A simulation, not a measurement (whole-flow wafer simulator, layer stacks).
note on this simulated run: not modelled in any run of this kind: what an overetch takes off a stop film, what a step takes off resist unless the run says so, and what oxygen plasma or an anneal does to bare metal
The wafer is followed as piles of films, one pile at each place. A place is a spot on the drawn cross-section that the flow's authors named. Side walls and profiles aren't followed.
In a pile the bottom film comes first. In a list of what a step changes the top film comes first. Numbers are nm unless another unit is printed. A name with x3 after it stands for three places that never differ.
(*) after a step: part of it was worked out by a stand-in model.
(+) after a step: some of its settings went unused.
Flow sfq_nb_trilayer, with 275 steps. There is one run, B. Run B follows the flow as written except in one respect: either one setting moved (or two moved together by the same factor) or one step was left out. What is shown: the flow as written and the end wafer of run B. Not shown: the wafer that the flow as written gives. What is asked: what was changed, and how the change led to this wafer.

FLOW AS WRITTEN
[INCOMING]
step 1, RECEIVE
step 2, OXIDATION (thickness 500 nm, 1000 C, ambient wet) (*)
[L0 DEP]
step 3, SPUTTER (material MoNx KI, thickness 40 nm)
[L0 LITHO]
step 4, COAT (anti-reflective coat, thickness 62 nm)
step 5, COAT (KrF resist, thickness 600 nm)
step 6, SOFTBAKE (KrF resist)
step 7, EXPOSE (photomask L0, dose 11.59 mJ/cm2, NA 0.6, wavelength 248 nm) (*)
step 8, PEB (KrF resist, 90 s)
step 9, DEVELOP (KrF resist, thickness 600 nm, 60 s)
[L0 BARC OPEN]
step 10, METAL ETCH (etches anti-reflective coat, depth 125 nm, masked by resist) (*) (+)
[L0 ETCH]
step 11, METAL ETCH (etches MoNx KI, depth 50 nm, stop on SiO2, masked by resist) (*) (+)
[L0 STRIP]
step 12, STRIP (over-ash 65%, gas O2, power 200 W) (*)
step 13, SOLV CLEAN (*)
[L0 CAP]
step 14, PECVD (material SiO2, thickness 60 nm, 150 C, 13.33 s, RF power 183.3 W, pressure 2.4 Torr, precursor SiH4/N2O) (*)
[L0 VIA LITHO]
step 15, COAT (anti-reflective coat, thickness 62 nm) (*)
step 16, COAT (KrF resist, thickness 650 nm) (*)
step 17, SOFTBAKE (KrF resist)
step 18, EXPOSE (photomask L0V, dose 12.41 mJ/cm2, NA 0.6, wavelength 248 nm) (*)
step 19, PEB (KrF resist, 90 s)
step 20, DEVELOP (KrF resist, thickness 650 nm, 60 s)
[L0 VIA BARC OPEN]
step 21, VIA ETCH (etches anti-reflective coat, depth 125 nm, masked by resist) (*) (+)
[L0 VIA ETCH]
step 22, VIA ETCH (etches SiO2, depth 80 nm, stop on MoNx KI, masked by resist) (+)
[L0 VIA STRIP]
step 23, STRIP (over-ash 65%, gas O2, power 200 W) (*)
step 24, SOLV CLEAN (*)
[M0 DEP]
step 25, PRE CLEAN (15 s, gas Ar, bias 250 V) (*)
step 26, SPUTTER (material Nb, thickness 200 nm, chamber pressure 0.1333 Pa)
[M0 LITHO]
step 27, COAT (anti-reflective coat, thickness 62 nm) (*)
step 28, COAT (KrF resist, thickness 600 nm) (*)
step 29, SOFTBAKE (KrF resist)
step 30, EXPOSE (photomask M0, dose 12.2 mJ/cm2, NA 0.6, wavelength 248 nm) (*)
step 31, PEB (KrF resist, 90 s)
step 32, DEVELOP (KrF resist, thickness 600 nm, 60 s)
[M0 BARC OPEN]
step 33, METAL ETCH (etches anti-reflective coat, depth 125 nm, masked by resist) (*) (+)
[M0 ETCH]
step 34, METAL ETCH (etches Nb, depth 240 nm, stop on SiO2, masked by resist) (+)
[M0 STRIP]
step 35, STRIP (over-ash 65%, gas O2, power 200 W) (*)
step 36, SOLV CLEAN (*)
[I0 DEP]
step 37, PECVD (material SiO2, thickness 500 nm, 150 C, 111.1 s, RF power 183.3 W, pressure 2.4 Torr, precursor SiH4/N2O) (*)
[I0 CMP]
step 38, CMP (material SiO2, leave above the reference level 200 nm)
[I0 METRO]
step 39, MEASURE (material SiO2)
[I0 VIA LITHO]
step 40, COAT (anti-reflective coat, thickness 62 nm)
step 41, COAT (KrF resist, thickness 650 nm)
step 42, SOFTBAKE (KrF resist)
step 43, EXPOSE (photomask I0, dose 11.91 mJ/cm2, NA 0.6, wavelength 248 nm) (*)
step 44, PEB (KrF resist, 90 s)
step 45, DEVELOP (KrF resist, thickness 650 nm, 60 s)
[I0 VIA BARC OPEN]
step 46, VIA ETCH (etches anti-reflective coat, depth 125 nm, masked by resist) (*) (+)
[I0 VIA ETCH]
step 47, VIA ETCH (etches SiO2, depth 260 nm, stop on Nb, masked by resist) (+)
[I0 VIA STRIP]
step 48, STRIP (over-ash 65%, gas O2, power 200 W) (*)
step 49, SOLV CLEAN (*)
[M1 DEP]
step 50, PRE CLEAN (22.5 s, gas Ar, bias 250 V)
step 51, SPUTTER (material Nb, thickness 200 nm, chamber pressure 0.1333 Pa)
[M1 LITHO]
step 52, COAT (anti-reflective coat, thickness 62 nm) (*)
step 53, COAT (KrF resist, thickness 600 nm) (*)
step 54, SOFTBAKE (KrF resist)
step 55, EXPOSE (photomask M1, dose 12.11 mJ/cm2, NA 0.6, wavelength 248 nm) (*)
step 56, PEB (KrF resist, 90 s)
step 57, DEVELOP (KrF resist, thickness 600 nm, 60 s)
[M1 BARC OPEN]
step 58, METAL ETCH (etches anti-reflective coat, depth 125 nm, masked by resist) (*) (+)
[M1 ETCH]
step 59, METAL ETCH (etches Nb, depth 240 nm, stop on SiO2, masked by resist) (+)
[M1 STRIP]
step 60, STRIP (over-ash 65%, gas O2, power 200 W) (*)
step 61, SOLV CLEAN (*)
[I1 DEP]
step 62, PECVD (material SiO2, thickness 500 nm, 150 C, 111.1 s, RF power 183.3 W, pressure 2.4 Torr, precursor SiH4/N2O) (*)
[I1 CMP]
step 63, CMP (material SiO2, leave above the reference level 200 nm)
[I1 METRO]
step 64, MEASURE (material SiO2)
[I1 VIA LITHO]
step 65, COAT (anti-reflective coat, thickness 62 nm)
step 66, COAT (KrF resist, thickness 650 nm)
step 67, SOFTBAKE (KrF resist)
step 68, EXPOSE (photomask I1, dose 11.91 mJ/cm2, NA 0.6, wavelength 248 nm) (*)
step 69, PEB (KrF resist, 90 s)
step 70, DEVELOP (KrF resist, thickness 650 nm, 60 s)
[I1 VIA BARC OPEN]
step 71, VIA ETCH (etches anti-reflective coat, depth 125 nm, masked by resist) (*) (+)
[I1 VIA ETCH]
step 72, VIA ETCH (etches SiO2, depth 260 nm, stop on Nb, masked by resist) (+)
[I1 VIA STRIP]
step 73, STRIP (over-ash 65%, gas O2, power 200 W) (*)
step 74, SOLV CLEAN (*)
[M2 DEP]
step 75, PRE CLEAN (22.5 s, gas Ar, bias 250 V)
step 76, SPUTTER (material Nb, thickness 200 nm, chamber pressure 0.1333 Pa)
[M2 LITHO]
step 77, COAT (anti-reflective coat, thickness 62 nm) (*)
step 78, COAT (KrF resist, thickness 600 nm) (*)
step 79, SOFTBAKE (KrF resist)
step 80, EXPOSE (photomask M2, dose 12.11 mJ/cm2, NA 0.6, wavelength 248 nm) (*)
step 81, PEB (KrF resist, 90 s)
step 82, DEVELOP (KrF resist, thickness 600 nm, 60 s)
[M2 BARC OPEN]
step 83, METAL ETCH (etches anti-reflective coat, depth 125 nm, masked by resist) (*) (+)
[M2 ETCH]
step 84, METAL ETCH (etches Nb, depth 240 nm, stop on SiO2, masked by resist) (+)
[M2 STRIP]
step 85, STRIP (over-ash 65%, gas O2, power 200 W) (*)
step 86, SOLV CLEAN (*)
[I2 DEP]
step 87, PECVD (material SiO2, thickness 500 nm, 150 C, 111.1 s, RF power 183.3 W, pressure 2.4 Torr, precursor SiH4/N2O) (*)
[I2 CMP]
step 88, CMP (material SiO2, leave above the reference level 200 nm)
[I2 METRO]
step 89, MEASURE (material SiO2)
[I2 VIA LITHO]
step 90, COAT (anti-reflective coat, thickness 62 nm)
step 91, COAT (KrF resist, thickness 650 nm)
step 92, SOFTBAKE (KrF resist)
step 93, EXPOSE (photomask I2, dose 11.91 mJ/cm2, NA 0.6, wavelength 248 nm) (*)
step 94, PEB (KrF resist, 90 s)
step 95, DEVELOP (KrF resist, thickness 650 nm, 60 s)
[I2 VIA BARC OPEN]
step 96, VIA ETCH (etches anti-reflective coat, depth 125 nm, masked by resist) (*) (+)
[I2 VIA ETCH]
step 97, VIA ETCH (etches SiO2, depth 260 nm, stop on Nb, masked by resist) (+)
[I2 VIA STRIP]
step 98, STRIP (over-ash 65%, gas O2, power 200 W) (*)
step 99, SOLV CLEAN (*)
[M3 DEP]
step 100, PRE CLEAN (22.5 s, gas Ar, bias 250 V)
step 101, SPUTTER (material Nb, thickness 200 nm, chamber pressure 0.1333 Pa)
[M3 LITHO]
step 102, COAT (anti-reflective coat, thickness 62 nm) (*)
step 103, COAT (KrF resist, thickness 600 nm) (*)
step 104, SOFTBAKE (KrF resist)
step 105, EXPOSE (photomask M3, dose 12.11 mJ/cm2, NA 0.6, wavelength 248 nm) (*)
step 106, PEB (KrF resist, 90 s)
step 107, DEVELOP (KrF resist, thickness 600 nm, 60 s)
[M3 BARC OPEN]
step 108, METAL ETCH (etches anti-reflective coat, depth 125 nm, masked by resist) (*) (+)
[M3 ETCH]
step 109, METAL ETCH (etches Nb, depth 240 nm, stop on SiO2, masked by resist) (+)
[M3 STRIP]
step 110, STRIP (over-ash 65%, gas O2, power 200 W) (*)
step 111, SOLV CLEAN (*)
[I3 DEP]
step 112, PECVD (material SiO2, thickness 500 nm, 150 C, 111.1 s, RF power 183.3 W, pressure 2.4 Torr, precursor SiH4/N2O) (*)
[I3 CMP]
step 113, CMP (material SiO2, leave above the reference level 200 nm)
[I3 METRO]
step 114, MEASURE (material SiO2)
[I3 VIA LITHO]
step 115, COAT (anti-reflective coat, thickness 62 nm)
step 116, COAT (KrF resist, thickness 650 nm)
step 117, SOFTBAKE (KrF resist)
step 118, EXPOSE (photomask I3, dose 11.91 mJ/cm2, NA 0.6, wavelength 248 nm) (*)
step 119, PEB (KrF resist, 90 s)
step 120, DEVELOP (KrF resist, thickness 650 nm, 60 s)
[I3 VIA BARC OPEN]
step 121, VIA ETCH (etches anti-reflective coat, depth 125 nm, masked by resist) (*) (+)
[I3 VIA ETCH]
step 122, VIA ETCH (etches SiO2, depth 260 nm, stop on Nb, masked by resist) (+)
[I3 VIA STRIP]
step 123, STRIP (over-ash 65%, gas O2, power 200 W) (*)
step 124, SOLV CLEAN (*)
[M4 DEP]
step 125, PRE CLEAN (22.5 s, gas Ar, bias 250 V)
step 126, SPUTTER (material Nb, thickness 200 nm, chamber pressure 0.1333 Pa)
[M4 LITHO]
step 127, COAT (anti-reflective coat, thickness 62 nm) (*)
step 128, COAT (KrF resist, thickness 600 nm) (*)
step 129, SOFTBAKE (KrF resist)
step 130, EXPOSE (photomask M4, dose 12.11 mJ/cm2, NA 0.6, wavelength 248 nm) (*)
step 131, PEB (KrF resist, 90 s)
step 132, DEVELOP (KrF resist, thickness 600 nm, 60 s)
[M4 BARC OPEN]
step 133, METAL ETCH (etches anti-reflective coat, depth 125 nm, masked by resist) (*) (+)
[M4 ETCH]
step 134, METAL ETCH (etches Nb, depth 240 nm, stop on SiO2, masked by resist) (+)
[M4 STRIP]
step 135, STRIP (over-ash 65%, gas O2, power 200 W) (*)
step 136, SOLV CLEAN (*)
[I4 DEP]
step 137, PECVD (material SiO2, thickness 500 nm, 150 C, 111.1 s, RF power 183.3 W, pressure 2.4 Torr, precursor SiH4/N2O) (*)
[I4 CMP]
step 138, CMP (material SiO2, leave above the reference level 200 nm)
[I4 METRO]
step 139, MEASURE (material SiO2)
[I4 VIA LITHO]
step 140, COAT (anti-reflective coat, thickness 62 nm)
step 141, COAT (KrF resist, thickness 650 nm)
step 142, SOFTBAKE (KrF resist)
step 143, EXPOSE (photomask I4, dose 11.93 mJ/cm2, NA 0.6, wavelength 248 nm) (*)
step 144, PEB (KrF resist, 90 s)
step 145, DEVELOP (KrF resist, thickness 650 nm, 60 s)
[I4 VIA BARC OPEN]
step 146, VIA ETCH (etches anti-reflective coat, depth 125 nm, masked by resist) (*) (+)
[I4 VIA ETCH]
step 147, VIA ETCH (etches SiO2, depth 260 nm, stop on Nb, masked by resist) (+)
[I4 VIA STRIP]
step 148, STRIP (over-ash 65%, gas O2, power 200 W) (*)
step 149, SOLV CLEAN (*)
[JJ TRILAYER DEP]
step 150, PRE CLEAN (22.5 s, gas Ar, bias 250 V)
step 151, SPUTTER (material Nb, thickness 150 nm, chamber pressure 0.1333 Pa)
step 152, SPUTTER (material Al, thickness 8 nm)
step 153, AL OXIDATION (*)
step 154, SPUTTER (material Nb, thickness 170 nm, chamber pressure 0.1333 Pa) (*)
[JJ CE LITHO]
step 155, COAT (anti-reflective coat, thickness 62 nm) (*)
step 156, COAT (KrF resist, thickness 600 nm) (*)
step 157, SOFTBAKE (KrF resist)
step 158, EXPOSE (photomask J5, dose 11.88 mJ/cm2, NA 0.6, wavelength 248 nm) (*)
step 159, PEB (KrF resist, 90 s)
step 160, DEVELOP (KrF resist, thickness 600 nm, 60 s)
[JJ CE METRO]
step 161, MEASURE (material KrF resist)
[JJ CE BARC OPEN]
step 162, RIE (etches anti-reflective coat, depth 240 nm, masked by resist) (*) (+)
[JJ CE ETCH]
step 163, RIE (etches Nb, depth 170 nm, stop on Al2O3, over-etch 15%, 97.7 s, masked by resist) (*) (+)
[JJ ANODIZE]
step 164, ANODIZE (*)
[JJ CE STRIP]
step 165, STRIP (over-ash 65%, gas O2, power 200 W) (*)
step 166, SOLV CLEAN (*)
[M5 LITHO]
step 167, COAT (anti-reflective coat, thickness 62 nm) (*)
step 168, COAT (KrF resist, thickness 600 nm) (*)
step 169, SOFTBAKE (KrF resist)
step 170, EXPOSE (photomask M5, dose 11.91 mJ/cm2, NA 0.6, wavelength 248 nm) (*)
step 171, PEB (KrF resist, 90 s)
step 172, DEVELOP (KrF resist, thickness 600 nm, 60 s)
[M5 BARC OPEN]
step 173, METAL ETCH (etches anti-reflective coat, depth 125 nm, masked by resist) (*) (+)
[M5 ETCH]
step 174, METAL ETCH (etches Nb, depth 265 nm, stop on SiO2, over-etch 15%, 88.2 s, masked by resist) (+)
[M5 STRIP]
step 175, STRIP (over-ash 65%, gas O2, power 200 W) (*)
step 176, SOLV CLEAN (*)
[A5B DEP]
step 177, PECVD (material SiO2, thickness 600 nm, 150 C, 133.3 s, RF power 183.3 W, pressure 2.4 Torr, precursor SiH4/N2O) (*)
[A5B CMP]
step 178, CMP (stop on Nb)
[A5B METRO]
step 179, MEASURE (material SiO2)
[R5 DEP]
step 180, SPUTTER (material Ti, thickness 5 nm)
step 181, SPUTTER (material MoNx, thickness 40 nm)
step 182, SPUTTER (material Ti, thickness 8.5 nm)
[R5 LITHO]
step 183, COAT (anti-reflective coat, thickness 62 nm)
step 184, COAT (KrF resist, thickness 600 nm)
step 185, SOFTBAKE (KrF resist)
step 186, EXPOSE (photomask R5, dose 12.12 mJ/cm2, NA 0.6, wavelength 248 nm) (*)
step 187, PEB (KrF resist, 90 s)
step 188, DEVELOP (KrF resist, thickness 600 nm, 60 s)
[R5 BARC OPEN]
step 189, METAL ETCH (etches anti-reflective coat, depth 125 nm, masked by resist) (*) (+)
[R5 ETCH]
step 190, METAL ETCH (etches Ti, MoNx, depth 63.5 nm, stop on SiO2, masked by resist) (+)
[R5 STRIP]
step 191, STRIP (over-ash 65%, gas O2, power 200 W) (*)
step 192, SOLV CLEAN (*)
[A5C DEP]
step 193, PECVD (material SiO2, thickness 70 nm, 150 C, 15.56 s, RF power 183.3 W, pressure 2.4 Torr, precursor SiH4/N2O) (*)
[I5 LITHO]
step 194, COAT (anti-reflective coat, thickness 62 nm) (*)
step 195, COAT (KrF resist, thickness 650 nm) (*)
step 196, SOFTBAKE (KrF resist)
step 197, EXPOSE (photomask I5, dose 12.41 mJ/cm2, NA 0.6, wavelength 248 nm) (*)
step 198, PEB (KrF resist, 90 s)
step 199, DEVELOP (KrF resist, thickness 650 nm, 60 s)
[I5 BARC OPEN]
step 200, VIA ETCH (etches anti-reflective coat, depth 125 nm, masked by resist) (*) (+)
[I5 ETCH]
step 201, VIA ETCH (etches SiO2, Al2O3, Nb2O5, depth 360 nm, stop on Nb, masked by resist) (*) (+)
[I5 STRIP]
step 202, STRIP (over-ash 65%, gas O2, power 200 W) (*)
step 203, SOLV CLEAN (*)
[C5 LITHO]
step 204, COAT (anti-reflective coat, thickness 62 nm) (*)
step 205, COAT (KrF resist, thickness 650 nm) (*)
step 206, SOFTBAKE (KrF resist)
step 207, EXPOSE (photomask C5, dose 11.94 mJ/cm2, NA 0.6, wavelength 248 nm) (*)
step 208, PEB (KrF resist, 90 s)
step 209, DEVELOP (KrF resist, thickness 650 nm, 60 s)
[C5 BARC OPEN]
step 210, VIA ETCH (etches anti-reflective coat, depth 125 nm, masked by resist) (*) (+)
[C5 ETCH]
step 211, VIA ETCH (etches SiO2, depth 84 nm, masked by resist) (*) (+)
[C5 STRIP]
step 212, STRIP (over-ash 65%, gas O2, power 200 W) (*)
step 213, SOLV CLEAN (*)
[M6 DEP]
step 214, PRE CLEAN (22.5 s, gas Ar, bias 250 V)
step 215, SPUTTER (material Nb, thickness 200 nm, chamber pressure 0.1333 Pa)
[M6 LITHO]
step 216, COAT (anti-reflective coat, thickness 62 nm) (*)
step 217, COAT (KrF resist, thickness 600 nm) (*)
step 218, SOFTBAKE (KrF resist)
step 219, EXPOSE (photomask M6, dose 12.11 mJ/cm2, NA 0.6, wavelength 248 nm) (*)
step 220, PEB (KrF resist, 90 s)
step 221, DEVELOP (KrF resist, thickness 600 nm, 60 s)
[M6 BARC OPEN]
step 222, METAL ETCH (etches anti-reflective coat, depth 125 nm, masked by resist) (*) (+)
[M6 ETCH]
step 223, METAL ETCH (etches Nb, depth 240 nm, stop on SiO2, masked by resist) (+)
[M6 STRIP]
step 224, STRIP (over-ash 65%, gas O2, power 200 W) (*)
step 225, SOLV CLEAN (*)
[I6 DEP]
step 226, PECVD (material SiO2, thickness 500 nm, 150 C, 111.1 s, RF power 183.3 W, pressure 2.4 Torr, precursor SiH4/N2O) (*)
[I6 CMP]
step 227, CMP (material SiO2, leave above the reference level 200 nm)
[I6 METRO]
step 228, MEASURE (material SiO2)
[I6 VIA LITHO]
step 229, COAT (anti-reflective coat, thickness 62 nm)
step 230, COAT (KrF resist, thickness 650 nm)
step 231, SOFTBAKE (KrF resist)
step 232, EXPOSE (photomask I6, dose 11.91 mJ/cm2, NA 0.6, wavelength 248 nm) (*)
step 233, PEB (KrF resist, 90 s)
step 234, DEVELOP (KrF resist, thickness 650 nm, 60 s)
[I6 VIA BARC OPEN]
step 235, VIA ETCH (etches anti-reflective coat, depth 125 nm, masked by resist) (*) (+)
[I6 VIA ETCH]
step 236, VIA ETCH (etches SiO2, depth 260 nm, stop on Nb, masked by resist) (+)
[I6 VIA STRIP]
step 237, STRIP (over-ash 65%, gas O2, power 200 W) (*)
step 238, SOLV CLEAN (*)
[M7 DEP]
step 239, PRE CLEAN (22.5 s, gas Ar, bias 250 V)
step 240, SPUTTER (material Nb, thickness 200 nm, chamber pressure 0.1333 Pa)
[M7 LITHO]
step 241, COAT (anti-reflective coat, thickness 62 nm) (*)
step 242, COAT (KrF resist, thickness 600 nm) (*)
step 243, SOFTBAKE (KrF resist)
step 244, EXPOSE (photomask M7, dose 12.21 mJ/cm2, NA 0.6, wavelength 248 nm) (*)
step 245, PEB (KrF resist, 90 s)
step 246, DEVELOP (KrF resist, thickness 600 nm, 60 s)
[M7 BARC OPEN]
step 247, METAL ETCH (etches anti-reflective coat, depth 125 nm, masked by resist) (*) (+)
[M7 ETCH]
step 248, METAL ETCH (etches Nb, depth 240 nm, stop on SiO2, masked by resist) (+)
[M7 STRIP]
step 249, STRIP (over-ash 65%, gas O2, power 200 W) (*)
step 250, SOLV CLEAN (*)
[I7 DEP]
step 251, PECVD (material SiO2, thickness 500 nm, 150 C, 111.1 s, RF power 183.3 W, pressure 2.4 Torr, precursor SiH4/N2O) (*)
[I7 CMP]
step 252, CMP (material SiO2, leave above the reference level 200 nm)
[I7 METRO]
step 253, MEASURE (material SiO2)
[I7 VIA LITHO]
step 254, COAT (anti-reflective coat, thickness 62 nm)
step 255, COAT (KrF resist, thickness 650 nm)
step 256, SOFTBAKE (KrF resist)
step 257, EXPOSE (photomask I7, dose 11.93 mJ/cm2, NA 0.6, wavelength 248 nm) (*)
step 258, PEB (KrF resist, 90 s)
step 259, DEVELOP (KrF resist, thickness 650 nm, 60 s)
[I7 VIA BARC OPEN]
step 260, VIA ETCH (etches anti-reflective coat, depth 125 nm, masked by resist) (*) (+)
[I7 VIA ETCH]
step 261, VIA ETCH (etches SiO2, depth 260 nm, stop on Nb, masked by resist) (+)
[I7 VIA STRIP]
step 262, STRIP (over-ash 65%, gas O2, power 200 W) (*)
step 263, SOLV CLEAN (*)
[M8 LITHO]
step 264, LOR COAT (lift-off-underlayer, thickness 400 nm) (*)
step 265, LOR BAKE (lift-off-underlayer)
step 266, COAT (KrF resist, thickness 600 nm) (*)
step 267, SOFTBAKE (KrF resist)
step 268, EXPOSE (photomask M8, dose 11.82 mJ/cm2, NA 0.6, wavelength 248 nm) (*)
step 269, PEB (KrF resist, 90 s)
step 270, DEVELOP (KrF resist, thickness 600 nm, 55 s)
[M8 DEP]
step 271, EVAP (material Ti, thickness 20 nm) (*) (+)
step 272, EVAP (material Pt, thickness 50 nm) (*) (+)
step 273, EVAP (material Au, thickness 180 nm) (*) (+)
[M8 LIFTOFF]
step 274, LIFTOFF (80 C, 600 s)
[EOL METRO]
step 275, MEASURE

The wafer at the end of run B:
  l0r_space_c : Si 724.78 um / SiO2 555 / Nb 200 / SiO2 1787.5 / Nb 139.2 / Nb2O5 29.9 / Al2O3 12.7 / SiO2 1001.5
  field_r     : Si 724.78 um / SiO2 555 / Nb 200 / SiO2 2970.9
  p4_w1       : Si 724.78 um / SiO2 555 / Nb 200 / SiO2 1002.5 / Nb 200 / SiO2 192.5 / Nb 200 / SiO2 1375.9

Cause: step 63, CMP: leave above the reference level 225 nm was run, whereas the flow has leave above the reference level 200 nm.

How this came from the change, step by step:
  step 63, CMP (material SiO2, leave above the reference level 200 nm)
      field_l, be, be_sur and 72 more: SiO2 loses 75 (as written it would have been: SiO2 loses 100)
      v_sur, via_wl, via_wr and 20 more: SiO2 loses 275 (as written it would have been: SiO2 loses 300)
      (and at 8 other places as well)
  step 72, VIA ETCH (etches SiO2, depth 260 nm, stop on Nb, masked by resist) (+)
      via_v: SiO2 loses 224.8 (all of it) (as written it would have been: SiO2 loses 199.8 (all of it))
  step 76, SPUTTER (material Nb, thickness 200 nm, chamber pressure 0.1333 Pa)
      via_v: Nb gains 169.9 (as written it would have been: Nb gains 174.5)
  step 77, COAT (anti-reflective coat, thickness 62 nm) (*)
      via_v: anti-reflective coat gains 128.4 (new film) (as written it would have been: anti-reflective coat gains 123.1 (new film))
  step 78, COAT (KrF resist, thickness 600 nm) (*)
      via_v: KrF resist gains 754 (new film) (as written it would have been: KrF resist gains 733.7 (new film))
  step 85, STRIP (over-ash 65%, gas O2, power 200 W) (*)
      via_v: KrF resist loses 536 (all of it), anti-reflective coat loses 128.4 (all of it) (as written it would have been: KrF resist loses 515.8 (all of it), anti-reflective coat loses 123.1 (all of it))
  step 87, PECVD (material SiO2, thickness 500 nm, 150 C, 111.1 s, RF power 183.3 W, pressure 2.4 Torr, precursor SiH4/N2O) (*)
      via_v: SiO2 gains 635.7 (new film) (as written it would have been: SiO2 gains 606 (new film))
